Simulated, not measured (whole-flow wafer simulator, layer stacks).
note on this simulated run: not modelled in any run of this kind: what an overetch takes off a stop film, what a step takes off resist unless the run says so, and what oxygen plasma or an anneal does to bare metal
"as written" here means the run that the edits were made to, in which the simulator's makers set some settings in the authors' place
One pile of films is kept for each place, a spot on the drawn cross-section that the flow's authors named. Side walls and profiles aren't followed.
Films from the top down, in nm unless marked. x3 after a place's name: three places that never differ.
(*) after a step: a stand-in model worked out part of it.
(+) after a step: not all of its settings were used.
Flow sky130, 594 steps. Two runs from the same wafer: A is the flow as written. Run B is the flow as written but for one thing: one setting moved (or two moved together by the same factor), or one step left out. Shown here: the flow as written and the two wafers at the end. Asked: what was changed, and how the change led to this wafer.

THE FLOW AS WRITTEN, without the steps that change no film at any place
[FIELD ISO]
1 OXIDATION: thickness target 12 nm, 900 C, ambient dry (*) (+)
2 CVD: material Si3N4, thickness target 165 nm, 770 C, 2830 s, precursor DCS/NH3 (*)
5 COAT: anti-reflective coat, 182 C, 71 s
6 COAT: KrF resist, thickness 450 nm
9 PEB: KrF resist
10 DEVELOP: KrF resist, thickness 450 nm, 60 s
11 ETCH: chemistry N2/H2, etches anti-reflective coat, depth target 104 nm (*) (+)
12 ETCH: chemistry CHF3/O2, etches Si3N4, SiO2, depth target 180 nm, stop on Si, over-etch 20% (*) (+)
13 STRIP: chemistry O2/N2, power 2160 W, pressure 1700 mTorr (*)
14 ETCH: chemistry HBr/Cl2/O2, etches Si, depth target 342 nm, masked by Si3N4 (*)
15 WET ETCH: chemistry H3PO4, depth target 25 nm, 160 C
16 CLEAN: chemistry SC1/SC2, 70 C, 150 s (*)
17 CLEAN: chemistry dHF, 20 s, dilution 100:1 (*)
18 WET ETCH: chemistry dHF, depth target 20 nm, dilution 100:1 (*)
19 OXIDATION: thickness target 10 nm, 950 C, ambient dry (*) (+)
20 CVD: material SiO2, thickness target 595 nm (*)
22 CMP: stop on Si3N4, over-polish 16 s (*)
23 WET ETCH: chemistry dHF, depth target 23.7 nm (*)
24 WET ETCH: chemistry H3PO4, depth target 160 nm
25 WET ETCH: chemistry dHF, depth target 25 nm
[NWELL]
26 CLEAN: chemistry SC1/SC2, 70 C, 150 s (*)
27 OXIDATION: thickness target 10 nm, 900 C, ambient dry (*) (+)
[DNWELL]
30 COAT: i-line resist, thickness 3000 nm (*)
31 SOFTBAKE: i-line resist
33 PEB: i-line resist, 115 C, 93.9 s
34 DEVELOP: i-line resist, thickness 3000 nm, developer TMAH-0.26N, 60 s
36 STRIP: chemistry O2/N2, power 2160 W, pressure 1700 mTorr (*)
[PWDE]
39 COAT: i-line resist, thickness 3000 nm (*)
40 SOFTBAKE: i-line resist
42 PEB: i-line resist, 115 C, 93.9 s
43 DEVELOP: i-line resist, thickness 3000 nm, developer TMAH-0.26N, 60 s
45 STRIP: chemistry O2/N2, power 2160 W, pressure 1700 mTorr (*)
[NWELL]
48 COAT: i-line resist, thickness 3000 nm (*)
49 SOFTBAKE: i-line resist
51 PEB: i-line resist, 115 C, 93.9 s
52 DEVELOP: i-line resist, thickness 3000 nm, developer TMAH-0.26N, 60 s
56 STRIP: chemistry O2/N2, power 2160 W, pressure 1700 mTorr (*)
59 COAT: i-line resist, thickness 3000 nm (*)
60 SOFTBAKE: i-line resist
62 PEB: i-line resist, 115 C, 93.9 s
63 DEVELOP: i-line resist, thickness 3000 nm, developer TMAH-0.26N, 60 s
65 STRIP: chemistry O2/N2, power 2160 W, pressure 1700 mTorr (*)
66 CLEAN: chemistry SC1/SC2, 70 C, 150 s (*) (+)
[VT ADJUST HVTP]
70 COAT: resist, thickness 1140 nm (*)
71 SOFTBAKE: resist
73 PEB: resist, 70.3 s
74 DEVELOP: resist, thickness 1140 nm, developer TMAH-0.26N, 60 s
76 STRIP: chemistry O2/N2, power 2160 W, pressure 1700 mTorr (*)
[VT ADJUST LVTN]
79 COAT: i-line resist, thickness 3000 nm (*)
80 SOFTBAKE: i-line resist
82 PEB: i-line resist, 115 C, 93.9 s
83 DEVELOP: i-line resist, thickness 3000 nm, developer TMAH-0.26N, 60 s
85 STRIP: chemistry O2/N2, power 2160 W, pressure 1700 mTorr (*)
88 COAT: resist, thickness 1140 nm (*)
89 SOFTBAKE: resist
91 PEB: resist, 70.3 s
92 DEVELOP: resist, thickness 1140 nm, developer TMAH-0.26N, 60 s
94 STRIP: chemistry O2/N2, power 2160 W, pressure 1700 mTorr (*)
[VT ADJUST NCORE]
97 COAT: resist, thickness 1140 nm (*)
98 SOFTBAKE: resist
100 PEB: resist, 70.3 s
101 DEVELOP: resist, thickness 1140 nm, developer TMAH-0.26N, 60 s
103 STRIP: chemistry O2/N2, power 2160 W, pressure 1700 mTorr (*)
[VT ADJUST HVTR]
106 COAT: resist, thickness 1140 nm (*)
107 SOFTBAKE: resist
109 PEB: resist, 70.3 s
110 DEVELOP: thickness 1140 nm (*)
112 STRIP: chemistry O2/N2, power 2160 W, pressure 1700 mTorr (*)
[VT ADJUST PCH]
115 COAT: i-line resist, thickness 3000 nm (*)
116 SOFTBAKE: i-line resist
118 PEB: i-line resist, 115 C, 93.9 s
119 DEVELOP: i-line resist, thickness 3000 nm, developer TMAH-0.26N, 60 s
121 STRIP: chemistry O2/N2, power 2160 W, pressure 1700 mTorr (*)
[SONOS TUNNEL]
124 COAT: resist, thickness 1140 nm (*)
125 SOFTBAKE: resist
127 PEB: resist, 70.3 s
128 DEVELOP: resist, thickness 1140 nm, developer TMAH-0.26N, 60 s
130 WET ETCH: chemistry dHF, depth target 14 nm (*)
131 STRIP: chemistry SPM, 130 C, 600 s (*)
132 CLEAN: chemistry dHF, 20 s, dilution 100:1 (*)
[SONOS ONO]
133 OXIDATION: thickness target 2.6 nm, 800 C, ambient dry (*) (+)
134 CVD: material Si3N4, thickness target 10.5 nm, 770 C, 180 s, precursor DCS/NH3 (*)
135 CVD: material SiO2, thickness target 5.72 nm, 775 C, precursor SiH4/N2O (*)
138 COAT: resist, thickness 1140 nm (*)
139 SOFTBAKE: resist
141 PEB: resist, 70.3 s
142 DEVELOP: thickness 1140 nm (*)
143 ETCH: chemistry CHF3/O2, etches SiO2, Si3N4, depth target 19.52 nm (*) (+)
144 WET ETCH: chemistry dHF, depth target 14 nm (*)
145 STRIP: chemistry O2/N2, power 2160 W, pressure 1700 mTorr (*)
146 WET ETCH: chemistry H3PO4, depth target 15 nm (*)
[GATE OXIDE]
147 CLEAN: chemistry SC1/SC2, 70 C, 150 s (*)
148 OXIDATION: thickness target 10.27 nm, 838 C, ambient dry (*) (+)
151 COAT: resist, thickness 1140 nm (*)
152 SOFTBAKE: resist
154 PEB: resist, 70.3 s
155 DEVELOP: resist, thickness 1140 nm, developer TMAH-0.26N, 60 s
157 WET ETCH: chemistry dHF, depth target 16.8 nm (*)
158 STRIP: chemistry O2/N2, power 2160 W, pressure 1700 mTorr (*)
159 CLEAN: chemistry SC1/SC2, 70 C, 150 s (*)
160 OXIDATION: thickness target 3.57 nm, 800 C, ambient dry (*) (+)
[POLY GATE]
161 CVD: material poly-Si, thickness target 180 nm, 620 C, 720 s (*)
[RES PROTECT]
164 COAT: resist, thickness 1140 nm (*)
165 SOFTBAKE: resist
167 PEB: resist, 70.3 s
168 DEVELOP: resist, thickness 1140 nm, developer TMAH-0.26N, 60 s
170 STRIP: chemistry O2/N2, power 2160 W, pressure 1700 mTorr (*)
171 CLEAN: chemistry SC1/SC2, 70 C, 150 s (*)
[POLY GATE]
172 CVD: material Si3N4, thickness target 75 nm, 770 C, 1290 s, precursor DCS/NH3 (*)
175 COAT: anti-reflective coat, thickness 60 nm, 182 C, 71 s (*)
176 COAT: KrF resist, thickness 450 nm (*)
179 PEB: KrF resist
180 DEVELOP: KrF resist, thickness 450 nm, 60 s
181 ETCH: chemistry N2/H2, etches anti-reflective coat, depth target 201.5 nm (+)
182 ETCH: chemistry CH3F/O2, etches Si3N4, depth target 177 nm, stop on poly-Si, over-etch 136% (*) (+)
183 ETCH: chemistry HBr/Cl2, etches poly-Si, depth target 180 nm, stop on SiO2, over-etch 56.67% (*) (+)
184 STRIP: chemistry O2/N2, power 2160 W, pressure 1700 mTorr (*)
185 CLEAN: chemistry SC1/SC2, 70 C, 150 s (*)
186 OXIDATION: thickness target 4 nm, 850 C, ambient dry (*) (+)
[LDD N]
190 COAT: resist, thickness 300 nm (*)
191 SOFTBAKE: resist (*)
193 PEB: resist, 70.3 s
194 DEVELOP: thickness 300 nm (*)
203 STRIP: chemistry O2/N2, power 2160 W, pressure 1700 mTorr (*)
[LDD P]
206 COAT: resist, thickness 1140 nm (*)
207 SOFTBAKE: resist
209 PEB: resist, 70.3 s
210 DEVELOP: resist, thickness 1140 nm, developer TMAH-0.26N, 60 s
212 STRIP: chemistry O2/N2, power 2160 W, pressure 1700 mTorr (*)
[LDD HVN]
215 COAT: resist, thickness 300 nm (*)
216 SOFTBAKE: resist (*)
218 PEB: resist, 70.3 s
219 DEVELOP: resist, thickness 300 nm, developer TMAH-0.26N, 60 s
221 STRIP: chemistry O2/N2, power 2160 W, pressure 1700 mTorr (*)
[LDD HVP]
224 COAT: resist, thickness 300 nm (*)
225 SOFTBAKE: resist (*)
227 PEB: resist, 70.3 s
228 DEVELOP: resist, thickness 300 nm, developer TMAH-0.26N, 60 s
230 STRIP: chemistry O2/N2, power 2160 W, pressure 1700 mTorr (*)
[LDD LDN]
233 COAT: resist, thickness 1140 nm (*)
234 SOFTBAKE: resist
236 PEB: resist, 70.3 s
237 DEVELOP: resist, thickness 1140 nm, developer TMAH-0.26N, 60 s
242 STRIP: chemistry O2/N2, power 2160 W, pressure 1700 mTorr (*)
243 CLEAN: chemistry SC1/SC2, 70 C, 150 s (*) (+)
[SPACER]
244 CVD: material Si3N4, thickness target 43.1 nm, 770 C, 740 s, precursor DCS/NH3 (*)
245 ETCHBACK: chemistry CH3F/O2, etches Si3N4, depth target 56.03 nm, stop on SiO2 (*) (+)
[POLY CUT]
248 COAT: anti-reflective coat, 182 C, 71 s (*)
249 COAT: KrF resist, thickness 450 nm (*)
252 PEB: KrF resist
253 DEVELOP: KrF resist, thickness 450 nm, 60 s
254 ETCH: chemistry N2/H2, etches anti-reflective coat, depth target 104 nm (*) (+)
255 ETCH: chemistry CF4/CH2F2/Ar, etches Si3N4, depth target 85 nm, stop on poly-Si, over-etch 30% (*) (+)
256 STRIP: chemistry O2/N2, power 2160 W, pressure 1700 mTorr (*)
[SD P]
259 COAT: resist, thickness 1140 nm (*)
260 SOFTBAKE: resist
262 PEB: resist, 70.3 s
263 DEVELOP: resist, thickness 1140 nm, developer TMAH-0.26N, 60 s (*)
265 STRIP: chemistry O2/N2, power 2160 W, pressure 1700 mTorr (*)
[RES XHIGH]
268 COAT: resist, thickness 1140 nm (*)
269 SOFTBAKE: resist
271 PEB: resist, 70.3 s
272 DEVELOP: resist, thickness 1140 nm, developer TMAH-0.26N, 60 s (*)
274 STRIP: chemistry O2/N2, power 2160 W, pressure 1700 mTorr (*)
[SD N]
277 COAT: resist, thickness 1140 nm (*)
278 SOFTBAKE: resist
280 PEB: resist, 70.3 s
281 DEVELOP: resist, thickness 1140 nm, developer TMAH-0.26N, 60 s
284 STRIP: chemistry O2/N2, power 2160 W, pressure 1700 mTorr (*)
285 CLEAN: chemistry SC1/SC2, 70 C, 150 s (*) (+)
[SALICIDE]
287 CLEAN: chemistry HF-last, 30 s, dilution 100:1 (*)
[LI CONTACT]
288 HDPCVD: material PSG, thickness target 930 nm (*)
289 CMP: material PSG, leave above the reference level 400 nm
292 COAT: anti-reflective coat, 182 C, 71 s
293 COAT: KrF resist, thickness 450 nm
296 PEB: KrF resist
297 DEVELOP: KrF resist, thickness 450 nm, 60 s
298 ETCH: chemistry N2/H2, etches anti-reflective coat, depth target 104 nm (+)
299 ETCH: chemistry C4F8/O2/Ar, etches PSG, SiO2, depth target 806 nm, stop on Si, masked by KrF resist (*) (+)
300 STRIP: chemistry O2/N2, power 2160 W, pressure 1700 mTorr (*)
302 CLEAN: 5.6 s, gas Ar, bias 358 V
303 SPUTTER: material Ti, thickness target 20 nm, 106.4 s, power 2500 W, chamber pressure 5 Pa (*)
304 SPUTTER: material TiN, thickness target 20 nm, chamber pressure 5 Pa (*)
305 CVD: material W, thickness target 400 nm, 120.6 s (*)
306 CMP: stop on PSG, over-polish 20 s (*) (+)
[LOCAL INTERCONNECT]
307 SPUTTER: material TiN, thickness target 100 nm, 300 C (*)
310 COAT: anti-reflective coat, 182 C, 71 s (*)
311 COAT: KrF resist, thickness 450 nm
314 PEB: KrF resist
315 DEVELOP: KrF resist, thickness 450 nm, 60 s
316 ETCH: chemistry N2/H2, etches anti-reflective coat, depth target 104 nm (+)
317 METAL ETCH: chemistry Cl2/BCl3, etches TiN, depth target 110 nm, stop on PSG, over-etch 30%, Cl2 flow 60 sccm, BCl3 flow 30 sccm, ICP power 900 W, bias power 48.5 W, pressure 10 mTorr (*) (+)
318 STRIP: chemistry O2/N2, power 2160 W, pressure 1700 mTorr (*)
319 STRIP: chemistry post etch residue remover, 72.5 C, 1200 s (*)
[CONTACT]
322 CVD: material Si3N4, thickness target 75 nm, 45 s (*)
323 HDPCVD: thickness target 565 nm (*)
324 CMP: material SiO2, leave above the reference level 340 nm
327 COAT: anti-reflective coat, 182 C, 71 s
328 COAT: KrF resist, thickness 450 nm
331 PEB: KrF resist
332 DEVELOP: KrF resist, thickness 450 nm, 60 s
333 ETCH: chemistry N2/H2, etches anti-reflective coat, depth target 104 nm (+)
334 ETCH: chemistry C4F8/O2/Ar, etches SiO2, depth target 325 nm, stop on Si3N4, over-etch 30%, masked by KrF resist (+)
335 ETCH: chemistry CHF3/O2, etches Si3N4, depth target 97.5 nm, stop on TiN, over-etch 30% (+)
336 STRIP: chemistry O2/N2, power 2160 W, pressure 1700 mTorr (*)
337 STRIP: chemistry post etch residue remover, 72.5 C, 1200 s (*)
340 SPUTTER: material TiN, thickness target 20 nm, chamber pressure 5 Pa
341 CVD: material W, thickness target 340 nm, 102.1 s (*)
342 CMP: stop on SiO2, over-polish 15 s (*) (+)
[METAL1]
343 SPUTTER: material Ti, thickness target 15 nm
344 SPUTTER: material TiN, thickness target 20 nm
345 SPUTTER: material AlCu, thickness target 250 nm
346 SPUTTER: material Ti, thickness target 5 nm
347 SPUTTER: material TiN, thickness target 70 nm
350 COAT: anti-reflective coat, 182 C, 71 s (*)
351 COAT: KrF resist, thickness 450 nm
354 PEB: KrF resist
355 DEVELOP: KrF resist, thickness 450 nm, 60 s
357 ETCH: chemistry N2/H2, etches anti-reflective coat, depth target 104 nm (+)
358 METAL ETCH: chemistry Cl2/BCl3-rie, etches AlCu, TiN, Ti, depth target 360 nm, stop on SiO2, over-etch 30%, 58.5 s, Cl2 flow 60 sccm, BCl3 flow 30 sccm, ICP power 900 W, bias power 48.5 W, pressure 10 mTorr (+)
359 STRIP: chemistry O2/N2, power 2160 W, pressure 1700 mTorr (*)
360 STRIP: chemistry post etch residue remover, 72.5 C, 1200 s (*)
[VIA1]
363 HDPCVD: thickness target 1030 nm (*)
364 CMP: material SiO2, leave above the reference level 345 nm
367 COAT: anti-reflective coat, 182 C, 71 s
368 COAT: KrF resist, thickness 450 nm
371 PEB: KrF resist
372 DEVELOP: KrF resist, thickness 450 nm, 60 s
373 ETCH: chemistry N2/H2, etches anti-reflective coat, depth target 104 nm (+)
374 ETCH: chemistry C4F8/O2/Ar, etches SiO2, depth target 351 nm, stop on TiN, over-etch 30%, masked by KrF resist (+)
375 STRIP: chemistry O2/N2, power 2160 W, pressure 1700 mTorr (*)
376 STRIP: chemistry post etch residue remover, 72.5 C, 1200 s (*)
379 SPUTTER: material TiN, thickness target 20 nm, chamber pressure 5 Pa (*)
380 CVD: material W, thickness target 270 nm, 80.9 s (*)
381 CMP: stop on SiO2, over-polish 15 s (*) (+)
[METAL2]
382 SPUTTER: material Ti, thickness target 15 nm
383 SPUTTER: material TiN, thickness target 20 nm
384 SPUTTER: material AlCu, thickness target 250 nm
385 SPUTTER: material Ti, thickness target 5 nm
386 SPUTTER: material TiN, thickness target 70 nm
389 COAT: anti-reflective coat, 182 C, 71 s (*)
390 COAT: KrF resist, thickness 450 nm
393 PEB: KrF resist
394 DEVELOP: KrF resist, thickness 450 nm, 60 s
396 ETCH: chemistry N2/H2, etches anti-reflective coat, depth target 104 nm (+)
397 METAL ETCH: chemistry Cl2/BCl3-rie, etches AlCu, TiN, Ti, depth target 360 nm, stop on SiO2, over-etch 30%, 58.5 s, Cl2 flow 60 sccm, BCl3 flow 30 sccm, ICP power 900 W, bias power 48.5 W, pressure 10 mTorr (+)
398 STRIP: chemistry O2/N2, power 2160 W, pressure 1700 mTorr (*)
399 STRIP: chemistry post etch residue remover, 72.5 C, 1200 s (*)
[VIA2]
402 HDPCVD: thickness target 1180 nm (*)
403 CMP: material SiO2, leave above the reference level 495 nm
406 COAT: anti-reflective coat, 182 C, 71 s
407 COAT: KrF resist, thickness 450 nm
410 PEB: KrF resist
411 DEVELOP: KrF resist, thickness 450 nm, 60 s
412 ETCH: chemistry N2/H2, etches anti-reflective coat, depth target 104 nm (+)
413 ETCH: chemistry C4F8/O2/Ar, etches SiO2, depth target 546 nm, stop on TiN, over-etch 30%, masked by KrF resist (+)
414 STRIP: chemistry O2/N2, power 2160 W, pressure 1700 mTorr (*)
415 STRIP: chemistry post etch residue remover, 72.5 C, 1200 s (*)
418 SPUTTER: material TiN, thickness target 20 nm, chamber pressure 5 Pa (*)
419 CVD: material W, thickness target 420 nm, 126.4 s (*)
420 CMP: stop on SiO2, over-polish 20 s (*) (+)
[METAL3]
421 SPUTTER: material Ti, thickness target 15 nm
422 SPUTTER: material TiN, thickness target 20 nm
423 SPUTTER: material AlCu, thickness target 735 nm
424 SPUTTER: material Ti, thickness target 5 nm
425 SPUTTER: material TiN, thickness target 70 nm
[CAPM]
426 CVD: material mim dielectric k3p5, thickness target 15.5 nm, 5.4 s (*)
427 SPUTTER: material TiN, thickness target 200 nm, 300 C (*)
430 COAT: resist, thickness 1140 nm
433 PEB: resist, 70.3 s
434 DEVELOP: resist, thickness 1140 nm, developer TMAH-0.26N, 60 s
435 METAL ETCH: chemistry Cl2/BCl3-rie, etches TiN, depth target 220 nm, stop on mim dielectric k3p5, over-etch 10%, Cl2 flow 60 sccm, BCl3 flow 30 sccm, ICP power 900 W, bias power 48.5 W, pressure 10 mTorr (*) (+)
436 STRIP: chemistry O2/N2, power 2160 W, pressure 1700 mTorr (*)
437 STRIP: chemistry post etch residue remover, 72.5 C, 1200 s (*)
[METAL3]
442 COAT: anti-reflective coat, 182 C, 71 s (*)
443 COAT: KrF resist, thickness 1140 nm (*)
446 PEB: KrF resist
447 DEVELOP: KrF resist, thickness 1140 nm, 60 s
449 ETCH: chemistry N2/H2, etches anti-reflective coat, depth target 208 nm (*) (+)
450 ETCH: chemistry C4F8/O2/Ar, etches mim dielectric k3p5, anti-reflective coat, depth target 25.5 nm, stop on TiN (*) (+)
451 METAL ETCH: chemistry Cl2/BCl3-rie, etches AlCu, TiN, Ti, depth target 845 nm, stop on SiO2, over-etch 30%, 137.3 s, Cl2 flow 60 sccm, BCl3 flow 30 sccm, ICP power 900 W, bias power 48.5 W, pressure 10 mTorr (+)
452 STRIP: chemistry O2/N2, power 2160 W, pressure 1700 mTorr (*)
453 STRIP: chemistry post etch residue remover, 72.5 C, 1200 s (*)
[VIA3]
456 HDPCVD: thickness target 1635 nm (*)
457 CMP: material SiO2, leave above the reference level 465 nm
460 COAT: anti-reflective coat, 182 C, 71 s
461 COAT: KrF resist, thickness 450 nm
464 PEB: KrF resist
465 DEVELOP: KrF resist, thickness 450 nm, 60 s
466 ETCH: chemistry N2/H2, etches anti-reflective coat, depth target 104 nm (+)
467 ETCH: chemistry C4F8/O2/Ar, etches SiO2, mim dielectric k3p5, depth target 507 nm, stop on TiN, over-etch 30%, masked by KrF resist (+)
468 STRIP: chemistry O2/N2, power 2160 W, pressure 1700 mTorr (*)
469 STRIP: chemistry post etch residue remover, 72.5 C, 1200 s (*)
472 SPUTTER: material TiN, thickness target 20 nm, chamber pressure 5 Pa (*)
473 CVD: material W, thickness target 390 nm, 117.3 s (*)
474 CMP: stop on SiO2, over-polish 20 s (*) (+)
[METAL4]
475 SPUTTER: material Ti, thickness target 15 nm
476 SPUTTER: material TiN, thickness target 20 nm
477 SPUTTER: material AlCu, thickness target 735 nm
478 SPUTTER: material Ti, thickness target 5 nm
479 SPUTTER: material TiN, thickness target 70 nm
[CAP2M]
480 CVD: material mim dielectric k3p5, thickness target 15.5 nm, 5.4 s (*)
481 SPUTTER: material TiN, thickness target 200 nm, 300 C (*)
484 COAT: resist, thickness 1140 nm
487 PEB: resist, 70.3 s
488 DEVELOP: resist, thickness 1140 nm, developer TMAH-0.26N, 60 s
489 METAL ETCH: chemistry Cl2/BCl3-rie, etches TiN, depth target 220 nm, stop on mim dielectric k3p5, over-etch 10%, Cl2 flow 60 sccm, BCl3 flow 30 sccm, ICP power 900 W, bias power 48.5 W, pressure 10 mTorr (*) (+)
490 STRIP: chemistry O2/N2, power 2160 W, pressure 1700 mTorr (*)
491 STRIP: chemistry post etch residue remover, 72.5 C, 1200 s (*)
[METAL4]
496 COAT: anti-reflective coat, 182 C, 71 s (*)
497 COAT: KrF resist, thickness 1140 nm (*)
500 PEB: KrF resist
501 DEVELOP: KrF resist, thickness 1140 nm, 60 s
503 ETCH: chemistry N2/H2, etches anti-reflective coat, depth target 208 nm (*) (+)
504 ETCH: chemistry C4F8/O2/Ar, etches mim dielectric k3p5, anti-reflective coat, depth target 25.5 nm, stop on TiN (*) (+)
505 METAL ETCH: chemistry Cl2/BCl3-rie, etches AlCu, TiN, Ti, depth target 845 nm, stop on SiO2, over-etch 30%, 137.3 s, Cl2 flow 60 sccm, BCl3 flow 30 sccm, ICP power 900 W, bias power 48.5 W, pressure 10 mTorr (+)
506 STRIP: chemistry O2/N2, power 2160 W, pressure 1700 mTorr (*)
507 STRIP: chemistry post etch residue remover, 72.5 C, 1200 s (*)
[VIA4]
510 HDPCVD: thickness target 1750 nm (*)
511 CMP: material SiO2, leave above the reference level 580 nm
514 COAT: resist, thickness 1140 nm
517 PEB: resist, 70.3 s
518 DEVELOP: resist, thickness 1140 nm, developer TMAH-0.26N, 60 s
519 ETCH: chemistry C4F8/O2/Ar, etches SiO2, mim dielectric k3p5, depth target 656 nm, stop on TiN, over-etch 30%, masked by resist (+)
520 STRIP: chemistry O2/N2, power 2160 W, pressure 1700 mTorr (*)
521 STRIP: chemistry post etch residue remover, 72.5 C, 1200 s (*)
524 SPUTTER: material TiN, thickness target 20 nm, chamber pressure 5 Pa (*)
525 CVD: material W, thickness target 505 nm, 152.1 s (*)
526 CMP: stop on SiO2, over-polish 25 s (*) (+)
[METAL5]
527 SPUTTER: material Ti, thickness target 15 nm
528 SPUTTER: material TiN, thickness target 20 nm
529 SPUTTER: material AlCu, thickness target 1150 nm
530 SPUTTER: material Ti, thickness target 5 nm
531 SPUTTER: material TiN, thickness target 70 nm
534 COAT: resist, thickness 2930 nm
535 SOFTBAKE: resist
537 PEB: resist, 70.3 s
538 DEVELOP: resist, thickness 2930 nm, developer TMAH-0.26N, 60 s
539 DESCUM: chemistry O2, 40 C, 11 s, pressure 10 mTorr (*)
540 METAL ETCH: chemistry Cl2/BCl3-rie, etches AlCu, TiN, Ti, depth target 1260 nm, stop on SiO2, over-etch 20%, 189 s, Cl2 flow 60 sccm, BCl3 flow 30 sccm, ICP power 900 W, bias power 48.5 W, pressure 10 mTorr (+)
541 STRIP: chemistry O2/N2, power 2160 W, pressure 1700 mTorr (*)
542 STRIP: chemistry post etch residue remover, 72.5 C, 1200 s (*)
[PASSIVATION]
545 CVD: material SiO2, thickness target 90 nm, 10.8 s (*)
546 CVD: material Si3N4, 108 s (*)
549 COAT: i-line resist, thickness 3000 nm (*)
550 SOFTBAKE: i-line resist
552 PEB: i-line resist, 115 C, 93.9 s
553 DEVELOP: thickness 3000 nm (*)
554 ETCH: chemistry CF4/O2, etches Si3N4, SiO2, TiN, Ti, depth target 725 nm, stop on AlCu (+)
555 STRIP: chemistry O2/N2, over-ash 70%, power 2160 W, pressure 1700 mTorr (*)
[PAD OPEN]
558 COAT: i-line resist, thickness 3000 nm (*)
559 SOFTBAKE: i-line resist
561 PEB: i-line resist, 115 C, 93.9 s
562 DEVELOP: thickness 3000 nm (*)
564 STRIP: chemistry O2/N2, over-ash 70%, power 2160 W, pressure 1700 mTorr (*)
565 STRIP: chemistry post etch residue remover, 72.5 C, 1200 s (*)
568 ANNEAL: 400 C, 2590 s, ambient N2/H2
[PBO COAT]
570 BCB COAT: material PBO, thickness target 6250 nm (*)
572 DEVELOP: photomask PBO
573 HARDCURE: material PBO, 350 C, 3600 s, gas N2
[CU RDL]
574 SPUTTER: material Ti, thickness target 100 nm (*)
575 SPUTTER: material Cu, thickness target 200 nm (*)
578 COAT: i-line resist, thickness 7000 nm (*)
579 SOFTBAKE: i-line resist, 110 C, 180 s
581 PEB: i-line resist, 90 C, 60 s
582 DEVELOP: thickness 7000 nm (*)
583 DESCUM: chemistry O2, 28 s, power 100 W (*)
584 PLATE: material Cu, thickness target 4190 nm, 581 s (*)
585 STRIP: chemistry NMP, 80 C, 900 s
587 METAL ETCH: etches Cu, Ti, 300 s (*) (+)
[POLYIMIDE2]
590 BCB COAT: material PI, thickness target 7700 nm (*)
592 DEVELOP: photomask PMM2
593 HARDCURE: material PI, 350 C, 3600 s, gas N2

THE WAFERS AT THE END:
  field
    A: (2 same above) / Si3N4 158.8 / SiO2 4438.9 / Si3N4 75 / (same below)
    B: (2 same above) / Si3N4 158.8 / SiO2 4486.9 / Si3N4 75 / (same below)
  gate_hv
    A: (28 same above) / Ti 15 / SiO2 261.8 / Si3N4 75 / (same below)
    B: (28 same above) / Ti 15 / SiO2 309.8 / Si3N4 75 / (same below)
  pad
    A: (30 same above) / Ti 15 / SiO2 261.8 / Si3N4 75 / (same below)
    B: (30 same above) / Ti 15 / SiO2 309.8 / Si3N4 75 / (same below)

The cause: step 324, CMP: leave above the reference level 388 nm was run, where the flow has leave above the reference level 340 nm.

How the change led to this, step by step:
  324 CMP: material SiO2, leave above the reference level 340 nm
      n_well, p_well, gate_hv and 93 more: A SiO2 -300 | B SiO2 -252
      field, active, gate and 88 more: A SiO2 -200.4 | B SiO2 -152.4
      (and at 4 more places)
  334 ETCH: chemistry C4F8/O2/Ar, etches SiO2, depth target 325 nm, stop on Si3N4, over-etch 30%, masked by KrF resist (+)
      poly_licon, ndiff_licon, ndiff_licon_cpp, rpo_hd_licon: A SiO2 -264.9 (all of it) | B SiO2 -312.9 (all of it)
  340 SPUTTER: material TiN, thickness target 20 nm, chamber pressure 5 Pa
      ndiff_licon_cpp, rpo_hd_licon: A TiN +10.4 | B TiN +9.69
      ndiff_licon: A TiN +10.4 | B TiN +9.67
  341 CVD: material W, thickness target 340 nm, 102.1 s (*)
      ndiff_licon, ndiff_licon_cpp, rpo_hd_licon: A W +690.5 (new film) | B W +739.3 (new film)
  342 CMP: stop on SiO2, over-polish 15 s (*) (+)
      poly_licon: A W -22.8 | B nothing
  350 COAT: anti-reflective coat, 182 C, 71 s (*)
      poly_licon: A anti-reflective coat +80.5 (new film) | B anti-reflective coat +105.7 (new film)
  359 STRIP: chemistry O2/N2, power 2160 W, pressure 1700 mTorr (*)
      poly_licon: A KrF resist -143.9 (all of it), anti-reflective coat -80.5 (all of it) | B KrF resist -143.9 (all of it), anti-reflective coat -105.7 (all of it)
  364 CMP: material SiO2, leave above the reference level 345 nm
      poly_licon: A SiO2 -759 | B SiO2 -733.8
